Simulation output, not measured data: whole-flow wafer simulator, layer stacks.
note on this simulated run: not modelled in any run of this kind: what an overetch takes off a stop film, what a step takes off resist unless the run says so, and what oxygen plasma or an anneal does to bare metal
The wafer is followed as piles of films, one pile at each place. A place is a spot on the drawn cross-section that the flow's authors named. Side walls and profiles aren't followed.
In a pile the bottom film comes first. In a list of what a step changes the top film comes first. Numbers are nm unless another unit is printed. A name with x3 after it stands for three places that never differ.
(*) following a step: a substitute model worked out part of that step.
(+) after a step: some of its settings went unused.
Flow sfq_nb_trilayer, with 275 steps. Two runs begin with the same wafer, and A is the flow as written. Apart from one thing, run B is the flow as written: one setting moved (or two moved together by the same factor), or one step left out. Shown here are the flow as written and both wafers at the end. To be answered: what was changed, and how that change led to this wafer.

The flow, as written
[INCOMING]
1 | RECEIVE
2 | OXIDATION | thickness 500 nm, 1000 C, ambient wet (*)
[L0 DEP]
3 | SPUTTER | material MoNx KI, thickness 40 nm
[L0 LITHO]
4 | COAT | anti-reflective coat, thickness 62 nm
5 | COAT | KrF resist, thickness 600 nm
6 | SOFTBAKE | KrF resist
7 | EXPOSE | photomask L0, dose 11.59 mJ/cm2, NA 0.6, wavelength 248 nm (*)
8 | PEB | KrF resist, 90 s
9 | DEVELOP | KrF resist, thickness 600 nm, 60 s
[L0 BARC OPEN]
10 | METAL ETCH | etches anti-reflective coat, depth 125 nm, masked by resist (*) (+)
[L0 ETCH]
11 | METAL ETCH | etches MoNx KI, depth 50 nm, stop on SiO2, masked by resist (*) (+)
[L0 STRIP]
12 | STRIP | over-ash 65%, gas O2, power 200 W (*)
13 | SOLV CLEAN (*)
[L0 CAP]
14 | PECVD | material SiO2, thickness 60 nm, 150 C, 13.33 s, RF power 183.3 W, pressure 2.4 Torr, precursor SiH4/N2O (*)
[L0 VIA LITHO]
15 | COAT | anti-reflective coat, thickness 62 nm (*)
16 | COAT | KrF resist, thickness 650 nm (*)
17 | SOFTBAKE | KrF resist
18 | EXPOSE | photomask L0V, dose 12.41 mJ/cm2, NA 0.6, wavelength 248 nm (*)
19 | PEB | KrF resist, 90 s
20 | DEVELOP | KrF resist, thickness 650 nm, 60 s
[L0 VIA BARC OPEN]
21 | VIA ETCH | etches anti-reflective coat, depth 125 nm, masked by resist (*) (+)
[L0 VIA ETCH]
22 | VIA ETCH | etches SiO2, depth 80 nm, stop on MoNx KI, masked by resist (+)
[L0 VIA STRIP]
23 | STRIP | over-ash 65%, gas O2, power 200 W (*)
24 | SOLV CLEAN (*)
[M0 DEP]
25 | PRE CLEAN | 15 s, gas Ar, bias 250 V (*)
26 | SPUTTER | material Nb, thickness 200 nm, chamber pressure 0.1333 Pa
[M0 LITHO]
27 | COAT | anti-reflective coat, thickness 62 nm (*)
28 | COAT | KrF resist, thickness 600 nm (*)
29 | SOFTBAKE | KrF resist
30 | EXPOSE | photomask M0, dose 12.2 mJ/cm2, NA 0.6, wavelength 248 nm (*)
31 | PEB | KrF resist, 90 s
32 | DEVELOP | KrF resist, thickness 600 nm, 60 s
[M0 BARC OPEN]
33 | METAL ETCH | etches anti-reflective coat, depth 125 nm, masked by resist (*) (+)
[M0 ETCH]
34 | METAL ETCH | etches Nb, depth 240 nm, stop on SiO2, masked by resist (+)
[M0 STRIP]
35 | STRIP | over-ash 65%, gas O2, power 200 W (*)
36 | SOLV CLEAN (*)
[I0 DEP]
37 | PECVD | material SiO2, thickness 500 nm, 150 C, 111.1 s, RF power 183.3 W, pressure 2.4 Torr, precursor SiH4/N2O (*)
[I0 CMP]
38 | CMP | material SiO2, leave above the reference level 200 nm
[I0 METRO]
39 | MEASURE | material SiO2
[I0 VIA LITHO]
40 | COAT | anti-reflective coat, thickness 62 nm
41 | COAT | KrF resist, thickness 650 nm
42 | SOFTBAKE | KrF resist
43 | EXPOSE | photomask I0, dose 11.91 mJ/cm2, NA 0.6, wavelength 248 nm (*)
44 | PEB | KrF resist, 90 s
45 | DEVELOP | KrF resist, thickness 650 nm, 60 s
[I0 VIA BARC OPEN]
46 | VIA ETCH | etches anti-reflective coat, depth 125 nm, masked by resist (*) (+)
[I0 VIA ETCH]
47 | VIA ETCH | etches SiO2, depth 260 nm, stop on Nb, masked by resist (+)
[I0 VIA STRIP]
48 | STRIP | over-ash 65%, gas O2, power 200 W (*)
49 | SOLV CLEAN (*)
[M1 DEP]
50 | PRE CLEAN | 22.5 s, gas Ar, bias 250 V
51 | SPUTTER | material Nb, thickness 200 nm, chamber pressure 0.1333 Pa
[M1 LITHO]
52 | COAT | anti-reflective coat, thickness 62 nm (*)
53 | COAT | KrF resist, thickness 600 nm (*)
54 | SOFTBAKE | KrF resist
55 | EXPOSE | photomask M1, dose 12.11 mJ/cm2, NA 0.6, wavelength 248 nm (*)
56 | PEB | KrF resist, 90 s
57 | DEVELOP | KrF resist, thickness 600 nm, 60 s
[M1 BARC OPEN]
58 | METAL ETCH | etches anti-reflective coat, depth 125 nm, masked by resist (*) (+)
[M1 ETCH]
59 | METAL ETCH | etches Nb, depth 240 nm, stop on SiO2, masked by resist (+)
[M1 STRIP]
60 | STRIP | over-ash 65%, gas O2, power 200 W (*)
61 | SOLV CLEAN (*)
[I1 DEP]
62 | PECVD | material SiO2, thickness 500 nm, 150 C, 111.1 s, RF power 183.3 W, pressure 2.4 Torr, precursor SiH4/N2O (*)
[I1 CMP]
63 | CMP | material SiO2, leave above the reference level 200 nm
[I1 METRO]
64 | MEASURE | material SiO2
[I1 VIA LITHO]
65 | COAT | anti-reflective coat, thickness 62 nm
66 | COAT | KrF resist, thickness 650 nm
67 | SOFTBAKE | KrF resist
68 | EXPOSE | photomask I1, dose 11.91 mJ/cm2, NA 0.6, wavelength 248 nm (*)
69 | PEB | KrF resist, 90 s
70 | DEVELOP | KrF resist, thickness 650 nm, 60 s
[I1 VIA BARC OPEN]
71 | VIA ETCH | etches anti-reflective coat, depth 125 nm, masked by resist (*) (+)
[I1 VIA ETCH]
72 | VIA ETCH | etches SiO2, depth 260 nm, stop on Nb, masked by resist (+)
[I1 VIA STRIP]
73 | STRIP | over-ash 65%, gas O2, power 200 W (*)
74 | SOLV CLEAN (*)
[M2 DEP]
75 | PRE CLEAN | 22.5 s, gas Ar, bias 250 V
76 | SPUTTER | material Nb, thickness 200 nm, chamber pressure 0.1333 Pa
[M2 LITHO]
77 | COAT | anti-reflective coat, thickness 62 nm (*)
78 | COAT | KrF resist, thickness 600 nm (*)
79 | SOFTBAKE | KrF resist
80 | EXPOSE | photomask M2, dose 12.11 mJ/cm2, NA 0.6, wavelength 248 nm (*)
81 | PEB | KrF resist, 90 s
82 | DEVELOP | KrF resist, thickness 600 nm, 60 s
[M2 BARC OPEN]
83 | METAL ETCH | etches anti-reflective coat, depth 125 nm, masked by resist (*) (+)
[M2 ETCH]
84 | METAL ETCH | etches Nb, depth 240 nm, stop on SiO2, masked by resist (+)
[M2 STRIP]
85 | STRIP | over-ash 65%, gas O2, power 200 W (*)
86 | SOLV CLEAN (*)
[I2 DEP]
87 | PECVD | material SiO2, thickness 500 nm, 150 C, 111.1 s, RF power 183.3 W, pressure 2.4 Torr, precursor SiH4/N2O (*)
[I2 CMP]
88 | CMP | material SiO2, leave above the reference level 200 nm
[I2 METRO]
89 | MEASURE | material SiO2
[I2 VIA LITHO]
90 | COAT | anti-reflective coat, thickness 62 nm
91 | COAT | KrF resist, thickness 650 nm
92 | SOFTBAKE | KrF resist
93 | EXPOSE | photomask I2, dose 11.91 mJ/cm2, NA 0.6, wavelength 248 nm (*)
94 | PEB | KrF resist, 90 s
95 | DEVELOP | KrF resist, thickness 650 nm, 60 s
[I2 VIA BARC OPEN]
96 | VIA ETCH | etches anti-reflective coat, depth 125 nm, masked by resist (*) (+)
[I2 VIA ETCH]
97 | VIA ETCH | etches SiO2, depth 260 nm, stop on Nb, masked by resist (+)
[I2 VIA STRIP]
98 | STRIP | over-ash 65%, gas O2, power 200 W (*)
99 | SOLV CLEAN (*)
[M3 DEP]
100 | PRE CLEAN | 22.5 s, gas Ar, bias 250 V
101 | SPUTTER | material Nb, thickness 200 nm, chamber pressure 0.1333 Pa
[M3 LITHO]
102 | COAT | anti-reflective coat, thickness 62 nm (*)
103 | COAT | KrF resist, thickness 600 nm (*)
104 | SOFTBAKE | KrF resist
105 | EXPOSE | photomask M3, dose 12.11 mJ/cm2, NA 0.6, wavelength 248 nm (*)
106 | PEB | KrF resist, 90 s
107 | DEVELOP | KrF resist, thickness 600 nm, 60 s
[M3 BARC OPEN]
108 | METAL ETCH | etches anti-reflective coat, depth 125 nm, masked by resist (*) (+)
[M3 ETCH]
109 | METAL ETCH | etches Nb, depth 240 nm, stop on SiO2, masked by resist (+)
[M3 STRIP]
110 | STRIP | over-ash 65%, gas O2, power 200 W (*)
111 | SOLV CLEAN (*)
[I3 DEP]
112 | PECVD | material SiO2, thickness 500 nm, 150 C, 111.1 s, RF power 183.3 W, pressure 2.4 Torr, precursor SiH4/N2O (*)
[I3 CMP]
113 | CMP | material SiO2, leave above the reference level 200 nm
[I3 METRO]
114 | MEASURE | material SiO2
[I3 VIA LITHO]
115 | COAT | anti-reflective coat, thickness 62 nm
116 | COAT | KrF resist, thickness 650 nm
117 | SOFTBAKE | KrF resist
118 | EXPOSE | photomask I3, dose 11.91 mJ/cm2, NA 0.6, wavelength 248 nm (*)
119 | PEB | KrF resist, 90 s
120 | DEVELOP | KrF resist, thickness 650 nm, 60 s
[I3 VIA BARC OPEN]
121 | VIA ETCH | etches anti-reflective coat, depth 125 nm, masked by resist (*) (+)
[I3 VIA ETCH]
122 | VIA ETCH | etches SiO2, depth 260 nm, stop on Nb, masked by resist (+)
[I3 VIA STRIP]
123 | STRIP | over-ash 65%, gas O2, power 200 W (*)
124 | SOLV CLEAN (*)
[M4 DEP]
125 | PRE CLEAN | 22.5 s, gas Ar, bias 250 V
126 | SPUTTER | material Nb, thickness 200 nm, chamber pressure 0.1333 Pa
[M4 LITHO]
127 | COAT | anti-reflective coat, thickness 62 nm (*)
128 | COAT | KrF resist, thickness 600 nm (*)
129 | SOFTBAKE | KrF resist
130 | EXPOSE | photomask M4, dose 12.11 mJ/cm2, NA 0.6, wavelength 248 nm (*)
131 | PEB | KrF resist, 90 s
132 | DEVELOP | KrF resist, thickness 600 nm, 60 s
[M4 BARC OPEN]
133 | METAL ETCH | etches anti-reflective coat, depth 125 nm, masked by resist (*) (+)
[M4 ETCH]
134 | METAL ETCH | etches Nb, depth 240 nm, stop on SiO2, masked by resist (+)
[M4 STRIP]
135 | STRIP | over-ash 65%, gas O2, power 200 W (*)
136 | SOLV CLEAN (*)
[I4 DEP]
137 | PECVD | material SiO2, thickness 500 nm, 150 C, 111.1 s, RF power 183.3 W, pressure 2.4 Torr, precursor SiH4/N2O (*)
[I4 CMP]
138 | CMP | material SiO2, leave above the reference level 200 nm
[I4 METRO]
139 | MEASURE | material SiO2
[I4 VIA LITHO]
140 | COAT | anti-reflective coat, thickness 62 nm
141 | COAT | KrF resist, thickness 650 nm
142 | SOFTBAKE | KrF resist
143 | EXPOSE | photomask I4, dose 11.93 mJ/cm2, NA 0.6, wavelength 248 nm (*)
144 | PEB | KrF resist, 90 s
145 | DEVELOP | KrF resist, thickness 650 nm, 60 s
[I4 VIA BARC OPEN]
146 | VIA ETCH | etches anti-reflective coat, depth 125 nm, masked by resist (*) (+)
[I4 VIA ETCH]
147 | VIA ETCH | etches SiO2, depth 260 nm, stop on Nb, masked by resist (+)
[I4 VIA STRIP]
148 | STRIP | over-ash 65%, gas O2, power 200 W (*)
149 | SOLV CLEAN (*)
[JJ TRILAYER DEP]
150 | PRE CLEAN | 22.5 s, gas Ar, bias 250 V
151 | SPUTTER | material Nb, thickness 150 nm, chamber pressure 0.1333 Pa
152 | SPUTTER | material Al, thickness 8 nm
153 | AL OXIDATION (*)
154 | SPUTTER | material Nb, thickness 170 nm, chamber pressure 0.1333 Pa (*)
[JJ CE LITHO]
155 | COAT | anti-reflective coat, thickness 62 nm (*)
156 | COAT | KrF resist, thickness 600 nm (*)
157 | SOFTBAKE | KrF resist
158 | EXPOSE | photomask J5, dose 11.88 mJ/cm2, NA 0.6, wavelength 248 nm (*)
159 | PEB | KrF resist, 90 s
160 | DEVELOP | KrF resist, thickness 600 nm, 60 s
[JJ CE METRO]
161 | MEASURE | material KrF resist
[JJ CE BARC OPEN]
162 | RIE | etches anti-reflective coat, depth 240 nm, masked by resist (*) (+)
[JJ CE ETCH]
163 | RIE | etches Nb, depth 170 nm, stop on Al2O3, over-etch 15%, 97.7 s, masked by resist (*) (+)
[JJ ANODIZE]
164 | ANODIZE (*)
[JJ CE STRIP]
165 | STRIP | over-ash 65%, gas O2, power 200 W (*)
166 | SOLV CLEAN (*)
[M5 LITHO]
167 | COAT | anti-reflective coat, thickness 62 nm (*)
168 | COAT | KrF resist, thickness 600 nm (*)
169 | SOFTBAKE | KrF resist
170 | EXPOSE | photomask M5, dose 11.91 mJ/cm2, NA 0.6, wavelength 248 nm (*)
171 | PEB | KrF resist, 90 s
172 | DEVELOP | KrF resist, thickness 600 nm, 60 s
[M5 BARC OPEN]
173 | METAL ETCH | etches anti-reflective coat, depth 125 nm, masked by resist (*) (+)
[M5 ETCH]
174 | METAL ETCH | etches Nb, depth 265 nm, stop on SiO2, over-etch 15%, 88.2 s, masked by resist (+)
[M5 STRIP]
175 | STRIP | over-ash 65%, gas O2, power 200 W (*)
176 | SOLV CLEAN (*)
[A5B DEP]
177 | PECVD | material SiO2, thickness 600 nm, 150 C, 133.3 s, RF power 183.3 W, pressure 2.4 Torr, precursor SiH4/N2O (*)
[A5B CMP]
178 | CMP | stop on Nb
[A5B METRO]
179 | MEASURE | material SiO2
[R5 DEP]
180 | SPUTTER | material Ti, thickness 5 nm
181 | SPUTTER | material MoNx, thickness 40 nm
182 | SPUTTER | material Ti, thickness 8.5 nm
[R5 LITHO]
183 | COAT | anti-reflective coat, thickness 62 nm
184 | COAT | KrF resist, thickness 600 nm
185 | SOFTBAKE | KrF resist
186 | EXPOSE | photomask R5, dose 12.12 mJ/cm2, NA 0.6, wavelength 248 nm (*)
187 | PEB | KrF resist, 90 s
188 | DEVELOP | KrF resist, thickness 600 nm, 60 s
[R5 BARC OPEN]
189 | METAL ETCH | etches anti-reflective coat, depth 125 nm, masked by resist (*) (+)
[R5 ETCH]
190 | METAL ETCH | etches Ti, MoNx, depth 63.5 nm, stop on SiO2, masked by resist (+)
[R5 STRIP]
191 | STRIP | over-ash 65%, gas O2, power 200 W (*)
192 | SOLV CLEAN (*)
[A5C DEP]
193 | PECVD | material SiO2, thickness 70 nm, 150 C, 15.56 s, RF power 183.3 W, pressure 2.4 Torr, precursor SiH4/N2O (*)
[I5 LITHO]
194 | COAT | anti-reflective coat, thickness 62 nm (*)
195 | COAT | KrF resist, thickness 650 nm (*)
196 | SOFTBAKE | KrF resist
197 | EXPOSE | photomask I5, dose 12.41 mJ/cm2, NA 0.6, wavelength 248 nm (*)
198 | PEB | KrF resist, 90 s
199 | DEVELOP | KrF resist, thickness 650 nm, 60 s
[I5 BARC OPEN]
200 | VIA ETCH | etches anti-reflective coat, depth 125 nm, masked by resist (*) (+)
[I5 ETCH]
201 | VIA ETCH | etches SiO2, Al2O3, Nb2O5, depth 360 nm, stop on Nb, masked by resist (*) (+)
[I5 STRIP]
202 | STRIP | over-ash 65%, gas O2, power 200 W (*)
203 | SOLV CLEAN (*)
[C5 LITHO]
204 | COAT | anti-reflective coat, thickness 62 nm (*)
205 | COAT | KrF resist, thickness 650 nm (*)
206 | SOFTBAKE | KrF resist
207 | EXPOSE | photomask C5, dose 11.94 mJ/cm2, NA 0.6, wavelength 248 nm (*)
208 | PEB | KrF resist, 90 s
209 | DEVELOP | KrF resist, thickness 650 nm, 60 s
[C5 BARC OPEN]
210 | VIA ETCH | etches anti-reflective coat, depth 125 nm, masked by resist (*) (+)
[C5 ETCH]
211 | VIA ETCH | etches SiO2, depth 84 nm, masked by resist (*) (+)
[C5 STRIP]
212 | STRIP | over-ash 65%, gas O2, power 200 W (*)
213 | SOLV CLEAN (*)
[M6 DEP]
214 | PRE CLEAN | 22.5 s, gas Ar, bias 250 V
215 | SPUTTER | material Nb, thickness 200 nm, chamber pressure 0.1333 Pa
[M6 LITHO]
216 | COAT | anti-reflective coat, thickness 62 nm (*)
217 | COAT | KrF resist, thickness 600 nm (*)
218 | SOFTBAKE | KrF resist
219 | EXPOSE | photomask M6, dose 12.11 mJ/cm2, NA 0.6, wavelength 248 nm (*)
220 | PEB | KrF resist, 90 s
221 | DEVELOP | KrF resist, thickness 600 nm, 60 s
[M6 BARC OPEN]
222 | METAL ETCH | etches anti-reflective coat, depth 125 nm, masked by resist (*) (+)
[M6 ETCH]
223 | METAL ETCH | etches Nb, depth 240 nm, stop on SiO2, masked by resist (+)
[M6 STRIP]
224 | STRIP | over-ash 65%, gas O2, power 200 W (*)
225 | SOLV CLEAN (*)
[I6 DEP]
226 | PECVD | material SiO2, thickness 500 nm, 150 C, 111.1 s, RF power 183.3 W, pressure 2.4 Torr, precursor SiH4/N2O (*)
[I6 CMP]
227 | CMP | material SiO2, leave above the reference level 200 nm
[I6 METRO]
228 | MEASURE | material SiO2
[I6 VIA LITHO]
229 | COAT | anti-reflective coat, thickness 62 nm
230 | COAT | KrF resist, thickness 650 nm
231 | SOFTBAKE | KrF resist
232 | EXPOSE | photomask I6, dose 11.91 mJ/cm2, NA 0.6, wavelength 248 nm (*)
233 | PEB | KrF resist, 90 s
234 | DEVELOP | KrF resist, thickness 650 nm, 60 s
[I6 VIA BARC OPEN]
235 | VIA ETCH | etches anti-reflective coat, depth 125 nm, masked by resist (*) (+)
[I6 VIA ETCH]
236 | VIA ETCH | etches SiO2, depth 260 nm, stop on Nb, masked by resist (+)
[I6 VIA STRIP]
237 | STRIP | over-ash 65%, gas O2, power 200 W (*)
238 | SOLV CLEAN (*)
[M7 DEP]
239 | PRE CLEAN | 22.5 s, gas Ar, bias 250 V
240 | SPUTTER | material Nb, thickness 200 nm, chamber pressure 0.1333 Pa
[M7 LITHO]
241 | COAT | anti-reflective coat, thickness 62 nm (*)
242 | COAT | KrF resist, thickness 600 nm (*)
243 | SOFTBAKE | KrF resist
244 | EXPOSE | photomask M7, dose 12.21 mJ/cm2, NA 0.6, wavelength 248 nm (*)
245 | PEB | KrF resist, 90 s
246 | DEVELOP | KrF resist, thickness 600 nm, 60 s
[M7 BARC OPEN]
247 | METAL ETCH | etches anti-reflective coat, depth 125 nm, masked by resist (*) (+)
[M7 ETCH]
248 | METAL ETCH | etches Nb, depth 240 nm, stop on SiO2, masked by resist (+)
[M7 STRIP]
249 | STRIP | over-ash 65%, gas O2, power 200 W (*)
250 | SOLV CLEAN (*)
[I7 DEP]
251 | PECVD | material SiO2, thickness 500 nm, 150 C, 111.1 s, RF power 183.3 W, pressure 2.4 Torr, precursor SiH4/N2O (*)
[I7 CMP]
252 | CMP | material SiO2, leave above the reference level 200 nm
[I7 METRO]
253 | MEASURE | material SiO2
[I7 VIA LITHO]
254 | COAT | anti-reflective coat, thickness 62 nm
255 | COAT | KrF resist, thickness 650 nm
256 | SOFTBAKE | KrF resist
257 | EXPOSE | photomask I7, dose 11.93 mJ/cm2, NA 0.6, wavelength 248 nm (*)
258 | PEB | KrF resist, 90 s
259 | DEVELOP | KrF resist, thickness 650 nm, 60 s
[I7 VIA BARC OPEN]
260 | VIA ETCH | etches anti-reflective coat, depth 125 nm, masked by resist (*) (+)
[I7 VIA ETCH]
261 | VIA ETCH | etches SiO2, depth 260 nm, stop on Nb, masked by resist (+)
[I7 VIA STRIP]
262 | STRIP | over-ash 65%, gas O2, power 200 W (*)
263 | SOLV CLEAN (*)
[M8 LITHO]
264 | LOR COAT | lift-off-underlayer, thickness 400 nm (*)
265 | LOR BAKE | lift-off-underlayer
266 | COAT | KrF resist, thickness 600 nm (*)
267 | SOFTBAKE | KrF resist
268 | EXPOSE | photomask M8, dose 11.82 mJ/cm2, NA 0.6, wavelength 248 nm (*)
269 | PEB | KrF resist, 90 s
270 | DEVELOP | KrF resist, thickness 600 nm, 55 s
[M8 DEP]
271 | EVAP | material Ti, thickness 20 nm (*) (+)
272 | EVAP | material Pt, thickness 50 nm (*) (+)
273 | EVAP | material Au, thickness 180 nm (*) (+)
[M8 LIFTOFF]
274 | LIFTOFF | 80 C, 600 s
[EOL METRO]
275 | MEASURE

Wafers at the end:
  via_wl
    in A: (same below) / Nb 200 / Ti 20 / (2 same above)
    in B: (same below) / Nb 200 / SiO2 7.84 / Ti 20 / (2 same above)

The reason: step 261, VIA ETCH: depth 192 nm was run, though the flow has depth 260 nm.

The path from the change to this, step by step:
  261 | VIA ETCH | etches SiO2, depth 260 nm, stop on Nb, masked by resist (+)
      via_wl, via_w, via_wr: A SiO2 loses 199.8 (all of it) | B SiO2 loses 192
      field_l, v_sur, via_sp and 100 more: A KrF resist loses 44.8 | B KrF resist loses 33.1
  262 | STRIP | over-ash 65%, gas O2, power 200 W (*)
      field_l, v_sur, via_sp and 100 more: A KrF resist loses 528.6 (all of it), anti-reflective coat loses 62 (all of it) | B KrF resist loses 540.3 (all of it), anti-reflective coat loses 62 (all of it)
With metal films that touch counted as one body, via_wl has 8 bodies (between them, from the top down: SiO2 7.84; SiO2 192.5; SiO2 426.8 / Al2O3 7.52 / Nb2O5 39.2; SiO2 192.5; SiO2 192.5; SiO2 192.5; SiO2 192.5); the flow as written gives 7 bodies (between them, from the top down: SiO2 192.5; SiO2 426.8 / Al2O3 7.52 / Nb2O5 39.2; SiO2 192.5; SiO2 192.5; SiO2 192.5; SiO2 192.5).
